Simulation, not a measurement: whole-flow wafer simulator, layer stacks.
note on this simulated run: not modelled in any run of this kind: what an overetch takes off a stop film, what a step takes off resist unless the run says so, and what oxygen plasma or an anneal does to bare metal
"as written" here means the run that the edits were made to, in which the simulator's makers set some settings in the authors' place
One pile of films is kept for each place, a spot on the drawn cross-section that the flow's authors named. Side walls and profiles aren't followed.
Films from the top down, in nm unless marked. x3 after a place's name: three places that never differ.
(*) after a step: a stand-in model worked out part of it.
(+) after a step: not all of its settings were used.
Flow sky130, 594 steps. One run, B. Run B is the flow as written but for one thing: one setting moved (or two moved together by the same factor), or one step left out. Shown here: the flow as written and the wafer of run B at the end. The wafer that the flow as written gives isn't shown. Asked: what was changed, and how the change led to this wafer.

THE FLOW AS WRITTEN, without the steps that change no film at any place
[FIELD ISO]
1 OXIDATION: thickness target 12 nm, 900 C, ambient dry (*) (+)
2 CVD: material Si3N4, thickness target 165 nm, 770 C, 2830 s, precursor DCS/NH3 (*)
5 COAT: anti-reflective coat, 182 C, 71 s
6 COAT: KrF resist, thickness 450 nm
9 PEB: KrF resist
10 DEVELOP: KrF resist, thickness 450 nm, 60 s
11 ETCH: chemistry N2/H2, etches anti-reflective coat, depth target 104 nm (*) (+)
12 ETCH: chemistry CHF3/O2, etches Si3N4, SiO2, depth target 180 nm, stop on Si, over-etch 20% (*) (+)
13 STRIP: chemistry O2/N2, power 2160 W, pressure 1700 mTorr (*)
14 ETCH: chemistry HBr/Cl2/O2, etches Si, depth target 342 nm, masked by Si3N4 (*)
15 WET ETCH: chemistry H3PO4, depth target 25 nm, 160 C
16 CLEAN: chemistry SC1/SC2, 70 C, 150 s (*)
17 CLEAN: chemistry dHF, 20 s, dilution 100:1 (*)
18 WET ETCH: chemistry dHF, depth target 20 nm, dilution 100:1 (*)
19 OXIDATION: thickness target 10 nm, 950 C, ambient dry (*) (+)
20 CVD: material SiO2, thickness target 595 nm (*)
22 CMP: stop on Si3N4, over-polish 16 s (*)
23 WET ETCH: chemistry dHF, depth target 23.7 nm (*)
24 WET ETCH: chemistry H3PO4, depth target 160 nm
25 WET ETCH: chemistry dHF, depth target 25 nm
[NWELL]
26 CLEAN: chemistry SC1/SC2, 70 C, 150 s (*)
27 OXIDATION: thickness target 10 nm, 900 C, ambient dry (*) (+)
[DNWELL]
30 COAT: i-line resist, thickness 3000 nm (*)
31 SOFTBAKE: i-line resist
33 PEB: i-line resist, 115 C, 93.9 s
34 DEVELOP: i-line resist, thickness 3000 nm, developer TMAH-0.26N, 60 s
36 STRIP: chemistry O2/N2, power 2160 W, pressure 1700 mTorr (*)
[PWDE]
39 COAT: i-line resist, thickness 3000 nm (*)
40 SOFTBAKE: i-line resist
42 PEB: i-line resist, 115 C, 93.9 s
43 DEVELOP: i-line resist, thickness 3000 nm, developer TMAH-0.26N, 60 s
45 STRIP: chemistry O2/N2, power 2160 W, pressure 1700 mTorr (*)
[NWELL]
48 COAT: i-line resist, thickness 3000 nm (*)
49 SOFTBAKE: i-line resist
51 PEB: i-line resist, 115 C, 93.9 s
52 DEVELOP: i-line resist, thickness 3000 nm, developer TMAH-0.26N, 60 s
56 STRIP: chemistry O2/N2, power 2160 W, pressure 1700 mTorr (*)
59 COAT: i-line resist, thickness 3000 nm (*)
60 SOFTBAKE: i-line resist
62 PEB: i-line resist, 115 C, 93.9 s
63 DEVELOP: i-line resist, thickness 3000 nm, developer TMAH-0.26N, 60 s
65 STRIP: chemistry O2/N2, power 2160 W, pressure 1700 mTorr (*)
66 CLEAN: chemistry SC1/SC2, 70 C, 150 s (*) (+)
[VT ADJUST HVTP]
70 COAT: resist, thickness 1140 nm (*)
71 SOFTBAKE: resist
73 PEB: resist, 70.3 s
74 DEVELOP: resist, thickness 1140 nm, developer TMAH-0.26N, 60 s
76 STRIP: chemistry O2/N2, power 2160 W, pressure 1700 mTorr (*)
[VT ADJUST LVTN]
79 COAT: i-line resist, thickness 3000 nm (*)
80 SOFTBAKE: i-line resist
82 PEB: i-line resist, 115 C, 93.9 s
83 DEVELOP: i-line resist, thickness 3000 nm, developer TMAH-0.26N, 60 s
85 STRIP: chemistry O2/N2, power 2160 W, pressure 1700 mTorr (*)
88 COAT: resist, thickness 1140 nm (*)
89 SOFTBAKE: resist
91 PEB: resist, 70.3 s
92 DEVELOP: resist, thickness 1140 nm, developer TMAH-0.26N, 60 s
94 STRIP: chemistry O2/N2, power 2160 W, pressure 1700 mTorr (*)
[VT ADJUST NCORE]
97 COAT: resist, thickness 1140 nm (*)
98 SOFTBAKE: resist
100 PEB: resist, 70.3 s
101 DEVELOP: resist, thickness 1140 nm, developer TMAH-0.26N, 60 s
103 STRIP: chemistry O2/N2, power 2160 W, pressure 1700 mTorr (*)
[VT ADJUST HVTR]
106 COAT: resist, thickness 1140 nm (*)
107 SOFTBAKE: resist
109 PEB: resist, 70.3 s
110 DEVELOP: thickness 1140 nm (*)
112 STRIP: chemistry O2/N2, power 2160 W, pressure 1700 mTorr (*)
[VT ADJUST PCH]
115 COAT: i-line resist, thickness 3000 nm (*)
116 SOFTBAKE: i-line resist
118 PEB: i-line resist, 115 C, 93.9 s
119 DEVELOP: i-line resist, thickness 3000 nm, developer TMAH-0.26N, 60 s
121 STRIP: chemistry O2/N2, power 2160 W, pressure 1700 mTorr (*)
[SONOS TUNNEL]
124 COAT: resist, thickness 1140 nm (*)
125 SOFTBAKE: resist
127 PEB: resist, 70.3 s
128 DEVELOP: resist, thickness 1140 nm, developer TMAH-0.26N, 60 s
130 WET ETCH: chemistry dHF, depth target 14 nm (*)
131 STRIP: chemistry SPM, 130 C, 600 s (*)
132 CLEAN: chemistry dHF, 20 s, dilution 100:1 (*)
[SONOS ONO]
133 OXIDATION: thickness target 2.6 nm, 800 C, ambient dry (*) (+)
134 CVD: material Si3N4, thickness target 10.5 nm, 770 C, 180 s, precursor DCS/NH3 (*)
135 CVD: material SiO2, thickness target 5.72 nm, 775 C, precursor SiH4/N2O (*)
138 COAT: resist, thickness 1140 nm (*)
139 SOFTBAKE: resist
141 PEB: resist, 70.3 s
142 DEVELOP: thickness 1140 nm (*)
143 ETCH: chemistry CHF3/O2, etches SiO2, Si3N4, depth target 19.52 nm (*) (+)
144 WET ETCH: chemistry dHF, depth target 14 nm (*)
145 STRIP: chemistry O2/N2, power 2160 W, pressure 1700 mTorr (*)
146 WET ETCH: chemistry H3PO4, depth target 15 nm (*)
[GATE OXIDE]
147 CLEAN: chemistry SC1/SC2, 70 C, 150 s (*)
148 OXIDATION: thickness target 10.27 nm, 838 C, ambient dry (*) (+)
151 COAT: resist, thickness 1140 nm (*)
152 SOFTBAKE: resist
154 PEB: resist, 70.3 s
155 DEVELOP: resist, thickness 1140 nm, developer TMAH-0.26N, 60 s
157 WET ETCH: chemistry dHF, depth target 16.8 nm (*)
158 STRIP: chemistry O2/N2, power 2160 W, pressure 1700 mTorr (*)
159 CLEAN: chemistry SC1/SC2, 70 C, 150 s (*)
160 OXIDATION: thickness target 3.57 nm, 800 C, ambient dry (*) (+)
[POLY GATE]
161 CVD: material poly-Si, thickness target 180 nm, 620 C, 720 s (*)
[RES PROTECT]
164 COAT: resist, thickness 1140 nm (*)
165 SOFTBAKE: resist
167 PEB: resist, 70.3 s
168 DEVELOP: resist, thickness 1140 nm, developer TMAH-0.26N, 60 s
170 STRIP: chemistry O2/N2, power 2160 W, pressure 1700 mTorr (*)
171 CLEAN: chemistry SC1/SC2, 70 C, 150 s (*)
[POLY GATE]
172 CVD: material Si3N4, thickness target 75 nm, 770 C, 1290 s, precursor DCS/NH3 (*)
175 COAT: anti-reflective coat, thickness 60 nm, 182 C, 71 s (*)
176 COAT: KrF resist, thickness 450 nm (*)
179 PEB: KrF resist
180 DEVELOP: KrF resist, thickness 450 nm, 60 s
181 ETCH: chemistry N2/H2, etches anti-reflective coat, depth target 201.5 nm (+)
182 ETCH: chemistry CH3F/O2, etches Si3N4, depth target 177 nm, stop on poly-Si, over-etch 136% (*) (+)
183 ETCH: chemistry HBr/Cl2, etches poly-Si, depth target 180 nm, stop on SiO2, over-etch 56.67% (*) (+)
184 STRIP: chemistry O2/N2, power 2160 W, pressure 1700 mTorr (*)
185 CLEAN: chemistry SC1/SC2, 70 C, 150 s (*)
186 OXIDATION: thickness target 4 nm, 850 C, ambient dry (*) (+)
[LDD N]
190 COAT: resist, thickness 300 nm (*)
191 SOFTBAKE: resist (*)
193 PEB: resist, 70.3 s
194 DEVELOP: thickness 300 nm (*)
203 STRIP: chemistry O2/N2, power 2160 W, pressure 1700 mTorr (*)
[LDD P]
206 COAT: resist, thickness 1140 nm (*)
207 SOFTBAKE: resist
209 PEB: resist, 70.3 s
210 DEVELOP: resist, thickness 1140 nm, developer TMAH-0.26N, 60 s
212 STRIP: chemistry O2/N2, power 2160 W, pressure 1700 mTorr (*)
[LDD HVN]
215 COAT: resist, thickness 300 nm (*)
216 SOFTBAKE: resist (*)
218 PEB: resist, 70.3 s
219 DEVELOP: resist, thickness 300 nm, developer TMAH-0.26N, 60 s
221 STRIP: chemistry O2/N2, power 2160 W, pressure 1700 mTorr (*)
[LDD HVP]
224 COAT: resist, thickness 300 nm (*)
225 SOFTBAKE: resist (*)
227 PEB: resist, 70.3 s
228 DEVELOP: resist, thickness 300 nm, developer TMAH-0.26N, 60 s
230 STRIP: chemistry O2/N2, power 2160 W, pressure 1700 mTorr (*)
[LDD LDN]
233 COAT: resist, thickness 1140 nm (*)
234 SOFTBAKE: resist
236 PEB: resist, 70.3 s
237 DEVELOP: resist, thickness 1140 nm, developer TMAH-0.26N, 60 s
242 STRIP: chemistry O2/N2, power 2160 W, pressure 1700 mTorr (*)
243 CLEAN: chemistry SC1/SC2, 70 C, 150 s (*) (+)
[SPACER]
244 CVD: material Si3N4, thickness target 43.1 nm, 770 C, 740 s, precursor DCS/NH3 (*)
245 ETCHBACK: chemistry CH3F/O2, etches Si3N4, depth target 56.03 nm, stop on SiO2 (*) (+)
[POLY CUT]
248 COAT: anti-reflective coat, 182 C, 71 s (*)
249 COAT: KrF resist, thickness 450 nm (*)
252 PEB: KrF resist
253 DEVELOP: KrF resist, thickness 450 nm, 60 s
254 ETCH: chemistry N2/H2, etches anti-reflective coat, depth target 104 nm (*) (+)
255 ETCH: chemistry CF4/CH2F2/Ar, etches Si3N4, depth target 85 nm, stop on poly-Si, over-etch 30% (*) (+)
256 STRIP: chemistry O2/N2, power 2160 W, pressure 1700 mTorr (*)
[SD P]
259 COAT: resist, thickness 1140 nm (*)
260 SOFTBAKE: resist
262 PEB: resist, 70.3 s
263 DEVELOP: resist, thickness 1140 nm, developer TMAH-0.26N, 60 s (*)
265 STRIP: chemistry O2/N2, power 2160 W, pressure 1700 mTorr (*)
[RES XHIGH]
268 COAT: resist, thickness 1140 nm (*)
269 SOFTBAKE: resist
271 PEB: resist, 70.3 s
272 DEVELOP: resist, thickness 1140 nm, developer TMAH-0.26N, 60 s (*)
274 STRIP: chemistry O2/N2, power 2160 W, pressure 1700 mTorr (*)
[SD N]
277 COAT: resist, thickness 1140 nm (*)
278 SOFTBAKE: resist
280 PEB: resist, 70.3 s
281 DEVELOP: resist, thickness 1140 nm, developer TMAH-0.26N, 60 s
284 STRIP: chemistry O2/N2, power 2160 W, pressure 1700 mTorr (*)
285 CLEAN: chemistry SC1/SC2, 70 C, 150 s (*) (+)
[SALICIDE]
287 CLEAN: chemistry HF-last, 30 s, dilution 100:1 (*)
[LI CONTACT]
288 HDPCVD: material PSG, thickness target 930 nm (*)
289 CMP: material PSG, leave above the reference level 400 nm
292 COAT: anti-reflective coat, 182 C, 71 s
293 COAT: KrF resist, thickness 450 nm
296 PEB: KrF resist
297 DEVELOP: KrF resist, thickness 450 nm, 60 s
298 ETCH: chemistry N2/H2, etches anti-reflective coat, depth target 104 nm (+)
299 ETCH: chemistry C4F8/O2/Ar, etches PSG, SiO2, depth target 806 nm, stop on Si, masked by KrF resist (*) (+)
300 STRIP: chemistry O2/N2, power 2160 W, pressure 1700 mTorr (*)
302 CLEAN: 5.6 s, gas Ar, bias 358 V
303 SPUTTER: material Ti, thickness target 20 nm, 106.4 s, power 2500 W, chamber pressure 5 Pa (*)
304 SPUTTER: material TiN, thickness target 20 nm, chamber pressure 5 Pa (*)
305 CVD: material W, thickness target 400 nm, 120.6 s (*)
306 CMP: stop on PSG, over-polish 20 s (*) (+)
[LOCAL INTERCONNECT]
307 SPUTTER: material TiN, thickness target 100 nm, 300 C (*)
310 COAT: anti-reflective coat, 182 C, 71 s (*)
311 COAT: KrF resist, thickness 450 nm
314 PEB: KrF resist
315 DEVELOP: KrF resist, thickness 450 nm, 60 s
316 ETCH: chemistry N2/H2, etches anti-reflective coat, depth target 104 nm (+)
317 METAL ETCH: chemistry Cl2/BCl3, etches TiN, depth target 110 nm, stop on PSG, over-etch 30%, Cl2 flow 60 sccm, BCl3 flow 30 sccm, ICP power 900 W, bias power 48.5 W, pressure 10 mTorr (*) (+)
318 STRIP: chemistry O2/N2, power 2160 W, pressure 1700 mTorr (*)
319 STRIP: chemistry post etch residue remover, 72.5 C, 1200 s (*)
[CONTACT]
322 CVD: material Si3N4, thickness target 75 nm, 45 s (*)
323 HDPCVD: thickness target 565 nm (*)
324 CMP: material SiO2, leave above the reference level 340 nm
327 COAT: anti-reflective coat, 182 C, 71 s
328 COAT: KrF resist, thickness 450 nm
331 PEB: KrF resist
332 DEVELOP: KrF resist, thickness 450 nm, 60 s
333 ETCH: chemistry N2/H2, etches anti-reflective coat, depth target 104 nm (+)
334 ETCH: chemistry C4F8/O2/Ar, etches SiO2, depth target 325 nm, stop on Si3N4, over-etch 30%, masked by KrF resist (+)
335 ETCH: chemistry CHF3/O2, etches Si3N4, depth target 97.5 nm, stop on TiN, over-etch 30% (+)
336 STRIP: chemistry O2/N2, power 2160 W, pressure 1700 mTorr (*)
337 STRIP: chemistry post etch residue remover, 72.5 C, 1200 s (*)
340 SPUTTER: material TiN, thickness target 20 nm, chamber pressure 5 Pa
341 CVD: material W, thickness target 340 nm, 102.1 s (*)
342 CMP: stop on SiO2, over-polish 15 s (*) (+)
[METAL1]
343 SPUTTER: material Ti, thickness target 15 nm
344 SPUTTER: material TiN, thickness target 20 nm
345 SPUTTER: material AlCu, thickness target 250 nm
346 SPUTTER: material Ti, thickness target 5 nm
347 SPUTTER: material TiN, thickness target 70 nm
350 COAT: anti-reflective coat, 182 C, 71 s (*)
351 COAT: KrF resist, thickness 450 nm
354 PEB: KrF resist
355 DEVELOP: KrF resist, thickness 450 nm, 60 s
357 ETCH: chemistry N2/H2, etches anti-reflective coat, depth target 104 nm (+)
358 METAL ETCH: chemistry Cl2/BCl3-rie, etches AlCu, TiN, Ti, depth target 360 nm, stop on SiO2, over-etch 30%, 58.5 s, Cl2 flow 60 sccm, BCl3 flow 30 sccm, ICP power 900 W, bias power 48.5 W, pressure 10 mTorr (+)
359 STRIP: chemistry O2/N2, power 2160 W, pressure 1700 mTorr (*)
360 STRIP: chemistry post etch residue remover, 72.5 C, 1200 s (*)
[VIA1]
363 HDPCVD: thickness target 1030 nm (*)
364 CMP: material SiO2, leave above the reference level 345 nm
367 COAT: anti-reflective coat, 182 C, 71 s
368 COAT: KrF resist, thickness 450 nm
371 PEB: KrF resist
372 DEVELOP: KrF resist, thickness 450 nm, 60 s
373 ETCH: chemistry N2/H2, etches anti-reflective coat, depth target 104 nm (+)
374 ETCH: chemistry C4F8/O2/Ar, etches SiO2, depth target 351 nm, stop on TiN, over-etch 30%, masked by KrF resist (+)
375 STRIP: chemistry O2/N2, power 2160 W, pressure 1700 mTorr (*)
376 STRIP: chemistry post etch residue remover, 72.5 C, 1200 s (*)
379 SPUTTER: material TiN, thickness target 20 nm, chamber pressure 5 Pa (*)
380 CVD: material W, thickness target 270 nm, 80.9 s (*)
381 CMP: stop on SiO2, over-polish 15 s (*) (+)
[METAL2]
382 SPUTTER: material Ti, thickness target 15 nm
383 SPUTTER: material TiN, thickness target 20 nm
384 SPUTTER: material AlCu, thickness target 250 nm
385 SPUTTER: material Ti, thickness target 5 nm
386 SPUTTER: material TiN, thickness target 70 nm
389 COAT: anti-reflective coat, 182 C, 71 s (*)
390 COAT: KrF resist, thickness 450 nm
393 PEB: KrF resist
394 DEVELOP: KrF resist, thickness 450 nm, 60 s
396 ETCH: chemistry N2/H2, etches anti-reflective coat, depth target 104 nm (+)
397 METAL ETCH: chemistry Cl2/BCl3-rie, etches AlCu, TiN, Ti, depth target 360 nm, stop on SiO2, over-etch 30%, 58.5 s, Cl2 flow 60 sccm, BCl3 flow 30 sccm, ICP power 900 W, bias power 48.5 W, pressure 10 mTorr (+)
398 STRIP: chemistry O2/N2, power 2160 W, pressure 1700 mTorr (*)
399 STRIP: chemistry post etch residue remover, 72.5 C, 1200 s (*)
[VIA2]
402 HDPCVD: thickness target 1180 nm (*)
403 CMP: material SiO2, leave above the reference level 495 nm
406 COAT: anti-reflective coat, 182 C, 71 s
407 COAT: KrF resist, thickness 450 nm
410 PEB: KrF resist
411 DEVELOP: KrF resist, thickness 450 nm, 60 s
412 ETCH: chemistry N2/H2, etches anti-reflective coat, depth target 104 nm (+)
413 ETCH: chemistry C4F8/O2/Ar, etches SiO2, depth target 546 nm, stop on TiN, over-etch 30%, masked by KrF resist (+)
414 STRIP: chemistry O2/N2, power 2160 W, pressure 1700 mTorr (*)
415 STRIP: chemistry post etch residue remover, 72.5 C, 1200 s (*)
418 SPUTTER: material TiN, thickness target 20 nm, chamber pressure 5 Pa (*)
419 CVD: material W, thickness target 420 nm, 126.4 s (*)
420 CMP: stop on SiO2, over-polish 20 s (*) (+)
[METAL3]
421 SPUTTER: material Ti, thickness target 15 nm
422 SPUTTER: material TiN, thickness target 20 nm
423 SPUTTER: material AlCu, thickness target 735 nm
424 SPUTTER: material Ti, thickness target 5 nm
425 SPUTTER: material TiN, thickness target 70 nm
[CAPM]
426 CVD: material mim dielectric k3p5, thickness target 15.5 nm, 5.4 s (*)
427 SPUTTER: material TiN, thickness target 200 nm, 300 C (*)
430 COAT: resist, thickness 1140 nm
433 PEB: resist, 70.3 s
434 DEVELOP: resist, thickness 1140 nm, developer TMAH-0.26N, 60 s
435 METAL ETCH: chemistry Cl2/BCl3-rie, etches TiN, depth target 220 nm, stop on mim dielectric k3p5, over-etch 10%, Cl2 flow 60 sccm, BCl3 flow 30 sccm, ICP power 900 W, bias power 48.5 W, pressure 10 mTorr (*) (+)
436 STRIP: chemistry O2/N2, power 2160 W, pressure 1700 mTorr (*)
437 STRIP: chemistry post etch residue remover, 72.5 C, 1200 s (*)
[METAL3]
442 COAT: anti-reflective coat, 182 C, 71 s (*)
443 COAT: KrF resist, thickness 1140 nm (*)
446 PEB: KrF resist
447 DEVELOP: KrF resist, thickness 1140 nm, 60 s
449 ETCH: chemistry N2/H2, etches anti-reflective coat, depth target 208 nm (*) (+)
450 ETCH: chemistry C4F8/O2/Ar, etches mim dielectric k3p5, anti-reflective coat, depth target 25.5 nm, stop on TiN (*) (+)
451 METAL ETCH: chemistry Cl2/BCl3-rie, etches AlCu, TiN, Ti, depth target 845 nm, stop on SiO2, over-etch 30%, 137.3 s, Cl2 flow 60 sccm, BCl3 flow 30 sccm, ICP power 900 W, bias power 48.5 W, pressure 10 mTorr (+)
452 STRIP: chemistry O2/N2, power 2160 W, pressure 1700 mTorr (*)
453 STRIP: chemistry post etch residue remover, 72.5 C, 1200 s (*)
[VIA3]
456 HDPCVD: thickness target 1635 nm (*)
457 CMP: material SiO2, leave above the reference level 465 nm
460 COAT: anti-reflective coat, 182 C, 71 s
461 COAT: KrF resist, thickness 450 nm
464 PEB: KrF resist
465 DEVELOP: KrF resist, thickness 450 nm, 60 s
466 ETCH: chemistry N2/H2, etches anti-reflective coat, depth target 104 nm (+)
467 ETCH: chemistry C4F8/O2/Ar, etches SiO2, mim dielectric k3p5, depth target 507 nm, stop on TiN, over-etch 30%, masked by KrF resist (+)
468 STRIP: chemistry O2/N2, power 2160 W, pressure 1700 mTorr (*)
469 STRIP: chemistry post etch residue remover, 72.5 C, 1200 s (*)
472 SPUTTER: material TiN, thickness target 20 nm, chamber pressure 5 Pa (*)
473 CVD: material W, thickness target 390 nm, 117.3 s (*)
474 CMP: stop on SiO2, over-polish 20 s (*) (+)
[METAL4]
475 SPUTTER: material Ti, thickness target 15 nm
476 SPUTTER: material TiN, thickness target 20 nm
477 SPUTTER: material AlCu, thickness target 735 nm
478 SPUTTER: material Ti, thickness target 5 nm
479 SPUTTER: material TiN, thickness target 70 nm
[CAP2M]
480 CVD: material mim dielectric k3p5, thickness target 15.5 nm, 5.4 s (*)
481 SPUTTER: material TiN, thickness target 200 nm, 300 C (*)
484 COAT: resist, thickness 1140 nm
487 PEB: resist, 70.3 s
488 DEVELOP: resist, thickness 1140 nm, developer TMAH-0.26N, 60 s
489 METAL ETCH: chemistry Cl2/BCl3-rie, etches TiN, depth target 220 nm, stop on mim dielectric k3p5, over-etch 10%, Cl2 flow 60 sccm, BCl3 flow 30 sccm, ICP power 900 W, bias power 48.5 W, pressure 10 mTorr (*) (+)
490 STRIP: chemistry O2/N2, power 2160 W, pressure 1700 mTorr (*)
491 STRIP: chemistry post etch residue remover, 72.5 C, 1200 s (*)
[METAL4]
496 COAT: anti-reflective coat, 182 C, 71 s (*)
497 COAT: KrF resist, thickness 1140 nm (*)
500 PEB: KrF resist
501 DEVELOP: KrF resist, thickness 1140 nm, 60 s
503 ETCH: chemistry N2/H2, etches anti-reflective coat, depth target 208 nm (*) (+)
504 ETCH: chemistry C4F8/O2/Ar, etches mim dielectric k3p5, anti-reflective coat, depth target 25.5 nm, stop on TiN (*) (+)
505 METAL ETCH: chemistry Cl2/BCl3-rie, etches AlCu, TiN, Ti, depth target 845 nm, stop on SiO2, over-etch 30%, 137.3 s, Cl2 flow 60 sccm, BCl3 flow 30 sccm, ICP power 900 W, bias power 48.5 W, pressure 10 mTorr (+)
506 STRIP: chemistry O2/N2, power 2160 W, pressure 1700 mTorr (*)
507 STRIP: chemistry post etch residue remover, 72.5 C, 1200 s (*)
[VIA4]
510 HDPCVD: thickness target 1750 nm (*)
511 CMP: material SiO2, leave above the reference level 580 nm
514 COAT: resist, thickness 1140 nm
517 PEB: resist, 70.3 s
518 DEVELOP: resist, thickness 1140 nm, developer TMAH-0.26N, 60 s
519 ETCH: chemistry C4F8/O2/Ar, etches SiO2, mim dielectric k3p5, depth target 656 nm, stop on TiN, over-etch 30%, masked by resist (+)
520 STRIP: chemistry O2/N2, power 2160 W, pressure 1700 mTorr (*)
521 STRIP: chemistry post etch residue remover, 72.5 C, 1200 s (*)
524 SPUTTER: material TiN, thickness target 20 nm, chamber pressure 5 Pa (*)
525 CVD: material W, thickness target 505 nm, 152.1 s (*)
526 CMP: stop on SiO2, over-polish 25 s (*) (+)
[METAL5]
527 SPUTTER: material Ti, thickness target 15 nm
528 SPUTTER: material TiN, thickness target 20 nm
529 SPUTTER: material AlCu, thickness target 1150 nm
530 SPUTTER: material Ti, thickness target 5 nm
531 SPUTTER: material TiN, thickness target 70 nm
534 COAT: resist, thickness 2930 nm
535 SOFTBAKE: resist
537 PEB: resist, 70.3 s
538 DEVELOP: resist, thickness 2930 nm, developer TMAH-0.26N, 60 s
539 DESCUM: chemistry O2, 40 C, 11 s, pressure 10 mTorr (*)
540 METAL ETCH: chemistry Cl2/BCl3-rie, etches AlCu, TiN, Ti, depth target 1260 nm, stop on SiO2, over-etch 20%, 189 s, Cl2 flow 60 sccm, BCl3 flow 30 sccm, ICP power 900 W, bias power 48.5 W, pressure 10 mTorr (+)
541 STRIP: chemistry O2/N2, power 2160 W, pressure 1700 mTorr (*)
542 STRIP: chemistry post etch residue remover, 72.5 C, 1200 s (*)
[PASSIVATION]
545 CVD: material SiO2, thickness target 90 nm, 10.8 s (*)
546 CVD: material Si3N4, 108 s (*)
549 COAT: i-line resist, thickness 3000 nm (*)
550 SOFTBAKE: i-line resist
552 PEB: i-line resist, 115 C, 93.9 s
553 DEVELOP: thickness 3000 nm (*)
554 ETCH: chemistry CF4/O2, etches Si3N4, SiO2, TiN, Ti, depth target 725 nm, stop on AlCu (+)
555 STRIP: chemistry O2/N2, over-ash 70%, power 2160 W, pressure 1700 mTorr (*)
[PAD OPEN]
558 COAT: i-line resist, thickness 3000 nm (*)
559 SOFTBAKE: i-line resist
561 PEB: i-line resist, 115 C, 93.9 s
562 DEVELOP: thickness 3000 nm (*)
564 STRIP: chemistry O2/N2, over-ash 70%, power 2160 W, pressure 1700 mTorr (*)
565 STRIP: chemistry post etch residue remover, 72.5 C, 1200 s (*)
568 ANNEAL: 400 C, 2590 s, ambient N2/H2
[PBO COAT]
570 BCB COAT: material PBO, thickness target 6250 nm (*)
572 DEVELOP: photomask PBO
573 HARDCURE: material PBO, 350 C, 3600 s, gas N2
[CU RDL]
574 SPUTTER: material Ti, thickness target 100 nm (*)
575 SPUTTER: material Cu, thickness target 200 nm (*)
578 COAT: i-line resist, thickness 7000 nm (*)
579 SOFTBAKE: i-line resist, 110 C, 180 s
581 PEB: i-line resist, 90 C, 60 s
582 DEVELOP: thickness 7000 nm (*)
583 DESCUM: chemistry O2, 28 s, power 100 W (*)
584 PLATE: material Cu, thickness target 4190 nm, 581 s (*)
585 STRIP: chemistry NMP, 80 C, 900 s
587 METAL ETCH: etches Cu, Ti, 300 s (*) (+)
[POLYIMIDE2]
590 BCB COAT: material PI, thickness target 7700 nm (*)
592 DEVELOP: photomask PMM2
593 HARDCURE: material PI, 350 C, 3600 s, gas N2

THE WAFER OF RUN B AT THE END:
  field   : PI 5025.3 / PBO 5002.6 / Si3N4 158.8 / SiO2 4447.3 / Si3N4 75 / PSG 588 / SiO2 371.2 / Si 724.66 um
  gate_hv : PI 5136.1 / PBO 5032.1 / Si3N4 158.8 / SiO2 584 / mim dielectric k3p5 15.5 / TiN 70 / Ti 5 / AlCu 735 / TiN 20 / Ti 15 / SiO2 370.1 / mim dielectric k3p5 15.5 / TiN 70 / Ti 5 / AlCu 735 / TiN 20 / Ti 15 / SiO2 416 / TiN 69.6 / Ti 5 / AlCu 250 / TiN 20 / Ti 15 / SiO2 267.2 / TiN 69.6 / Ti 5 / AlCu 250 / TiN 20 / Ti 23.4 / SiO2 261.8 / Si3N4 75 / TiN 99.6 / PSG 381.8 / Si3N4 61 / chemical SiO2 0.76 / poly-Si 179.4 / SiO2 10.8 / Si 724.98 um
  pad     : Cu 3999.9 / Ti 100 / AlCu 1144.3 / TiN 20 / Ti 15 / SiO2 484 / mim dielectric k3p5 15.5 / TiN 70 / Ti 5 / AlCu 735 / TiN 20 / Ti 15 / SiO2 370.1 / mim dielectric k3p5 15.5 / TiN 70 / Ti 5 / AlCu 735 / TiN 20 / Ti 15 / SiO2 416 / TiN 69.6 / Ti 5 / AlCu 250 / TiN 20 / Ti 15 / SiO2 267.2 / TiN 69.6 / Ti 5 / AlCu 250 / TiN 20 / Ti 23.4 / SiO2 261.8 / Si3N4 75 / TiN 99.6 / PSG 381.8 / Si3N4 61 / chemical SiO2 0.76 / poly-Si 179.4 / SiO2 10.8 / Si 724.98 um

The cause: step 343, SPUTTER: thickness target 23.4 nm was run, where the flow has thickness target 15 nm.
It can be read off the wafer: gate_hv has Ti 23.4, and step 343 as written asks for 15 nm.

How the change led to this, step by step:
  343 SPUTTER: material Ti, thickness target 15 nm
      field, active, n_well and 188 more: Ti +23.4 (new film) (as written it would be: Ti +15 (new film))
  358 METAL ETCH: chemistry Cl2/BCl3-rie, etches AlCu, TiN, Ti, depth target 360 nm, stop on SiO2, over-etch 30%, 58.5 s, Cl2 flow 60 sccm, BCl3 flow 30 sccm, ICP power 900 W, bias power 48.5 W, pressure 10 mTorr (+)
      field, active, gate and 81 more: TiN -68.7 (all of it), Ti -5 (all of it), AlCu -250 (all of it), TiN -20 (all of it), Ti -23.4 (all of it), SiO2 -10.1 (as written it would be: TiN -68.7 (all of it), Ti -5 (all of it), AlCu -250 (all of it), TiN -20 (all of it), Ti -15 (all of it), SiO2 -10.9)
